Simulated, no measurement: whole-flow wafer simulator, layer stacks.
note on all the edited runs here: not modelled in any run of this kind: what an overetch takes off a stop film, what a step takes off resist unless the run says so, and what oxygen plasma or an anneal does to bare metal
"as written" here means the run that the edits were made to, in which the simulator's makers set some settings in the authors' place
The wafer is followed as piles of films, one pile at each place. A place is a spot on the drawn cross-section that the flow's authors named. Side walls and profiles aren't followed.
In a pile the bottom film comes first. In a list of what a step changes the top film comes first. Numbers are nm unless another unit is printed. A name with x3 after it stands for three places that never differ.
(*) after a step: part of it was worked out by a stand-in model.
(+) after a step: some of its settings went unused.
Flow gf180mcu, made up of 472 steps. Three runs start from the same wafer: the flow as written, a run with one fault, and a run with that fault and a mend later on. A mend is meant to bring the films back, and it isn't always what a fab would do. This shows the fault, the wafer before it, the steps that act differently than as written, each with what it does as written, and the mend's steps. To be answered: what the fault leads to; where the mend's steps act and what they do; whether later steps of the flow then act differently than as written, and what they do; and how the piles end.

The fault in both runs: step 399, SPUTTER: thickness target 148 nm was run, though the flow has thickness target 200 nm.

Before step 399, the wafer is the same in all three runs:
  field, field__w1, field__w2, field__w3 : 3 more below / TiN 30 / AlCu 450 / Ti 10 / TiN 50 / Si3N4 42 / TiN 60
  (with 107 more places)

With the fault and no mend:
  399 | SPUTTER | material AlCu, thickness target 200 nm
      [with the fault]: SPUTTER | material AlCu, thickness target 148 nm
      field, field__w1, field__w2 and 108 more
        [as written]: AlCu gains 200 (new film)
        [with the fault]: AlCu gains 148 (new film)
  Later steps of the flow acting differently than as written (not shown: 4 more steps that differ only slightly, by at most 2% or 0.5 nm, whichever is larger):
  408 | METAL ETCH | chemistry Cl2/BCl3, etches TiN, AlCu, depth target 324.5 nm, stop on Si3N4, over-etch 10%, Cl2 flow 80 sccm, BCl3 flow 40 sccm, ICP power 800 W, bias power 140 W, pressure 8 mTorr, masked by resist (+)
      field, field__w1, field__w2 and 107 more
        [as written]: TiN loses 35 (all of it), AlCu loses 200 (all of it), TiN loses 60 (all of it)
        [with the fault]: TiN loses 35 (all of it), AlCu loses 148 (all of it), TiN loses 60 (all of it)
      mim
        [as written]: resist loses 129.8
        [with the fault]: resist loses 106.9
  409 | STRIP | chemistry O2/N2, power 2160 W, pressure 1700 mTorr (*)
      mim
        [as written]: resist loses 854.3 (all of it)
        [with the fault]: resist loses 877.2 (all of it)
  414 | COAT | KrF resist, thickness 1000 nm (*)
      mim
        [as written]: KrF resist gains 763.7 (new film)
        [with the fault]: KrF resist gains 803.7 (new film)
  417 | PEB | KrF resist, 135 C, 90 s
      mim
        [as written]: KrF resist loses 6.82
        [with the fault]: KrF resist loses 7.46
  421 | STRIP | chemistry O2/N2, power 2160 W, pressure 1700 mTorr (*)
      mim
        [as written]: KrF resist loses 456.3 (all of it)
        [with the fault]: KrF resist loses 495.6 (all of it)
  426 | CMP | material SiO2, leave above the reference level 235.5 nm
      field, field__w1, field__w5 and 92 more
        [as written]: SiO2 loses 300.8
        [with the fault]: SiO2 loses 352.8
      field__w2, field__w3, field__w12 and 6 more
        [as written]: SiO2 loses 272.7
        [with the fault]: SiO2 loses 324.7
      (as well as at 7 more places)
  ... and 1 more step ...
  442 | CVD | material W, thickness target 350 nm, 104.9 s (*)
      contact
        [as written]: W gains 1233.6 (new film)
        [with the fault]: W gains 1181.2 (new film)
  By the end, the piles at field__w4, field__w8, contact, m1, m1__w1, mim, mim_1p0, m1_nw depart from the flow's by more than 2% or 0.5 nm, whichever is larger.
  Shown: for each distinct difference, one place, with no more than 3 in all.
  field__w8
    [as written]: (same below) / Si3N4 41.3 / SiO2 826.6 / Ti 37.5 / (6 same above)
    [with the fault]: (same below) / Si3N4 41.3 / SiO2 774.6 / Ti 37.5 / (6 same above)
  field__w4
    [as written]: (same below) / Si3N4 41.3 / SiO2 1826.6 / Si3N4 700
    [with the fault]: (same below) / Si3N4 41.3 / SiO2 1774.6 / Si3N4 700
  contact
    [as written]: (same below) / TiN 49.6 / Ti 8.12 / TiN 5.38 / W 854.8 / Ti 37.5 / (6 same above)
    [with the fault]: (same below) / TiN 49.6 / Ti 8.37 / TiN 5.54 / W 802.4 / Ti 37.5 / (6 same above)

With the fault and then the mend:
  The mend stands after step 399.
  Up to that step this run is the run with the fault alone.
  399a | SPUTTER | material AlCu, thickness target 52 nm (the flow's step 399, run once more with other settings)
      field, field__w1, field__w2 and 108 more
        AlCu gains 52
  None of the later steps of the flow acts differently than as written at any place that is followed.
  The piles end the same as the flow's at every place that both follow.
